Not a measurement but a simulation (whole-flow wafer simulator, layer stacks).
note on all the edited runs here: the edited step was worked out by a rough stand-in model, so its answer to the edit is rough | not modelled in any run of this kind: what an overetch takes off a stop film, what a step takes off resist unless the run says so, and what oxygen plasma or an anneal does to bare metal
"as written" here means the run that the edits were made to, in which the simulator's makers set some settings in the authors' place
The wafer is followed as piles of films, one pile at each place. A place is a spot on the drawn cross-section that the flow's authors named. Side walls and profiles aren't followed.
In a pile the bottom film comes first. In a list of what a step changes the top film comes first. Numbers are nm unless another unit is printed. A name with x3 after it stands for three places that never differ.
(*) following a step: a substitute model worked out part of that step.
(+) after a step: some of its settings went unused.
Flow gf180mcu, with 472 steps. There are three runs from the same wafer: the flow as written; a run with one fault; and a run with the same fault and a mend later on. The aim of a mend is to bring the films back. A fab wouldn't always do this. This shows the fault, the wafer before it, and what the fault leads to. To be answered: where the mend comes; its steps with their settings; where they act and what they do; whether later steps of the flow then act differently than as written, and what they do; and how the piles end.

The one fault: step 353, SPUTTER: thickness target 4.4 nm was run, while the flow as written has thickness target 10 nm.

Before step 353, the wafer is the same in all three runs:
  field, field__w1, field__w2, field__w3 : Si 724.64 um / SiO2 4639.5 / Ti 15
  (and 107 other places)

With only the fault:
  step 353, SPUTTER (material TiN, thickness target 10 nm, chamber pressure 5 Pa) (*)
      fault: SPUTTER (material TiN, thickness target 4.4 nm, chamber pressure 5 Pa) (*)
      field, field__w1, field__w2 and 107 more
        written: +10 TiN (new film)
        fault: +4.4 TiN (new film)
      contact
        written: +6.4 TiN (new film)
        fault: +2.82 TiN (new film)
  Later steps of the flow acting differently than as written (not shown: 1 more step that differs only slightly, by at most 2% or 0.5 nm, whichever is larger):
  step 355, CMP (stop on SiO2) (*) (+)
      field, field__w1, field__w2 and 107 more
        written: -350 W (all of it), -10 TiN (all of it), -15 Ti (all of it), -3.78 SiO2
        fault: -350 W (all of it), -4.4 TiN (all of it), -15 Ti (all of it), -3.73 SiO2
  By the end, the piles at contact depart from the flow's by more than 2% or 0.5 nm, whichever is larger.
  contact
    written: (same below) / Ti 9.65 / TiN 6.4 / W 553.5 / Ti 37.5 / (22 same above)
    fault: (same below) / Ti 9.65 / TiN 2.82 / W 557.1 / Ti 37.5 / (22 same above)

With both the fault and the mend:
  The mend stands after step 353.
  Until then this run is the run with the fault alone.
  step 353a, SPUTTER (material TiN, thickness target 5.6 nm, chamber pressure 5 Pa) (*) (the flow's step 353, run once more with other settings)
      field, field__w1, field__w2 and 107 more
        +5.6 TiN
      contact
        +3.58 TiN
  Every later step of the flow that is run acts as written at every place that is followed.
  At every place that both follow, the piles at the end match the flow's.
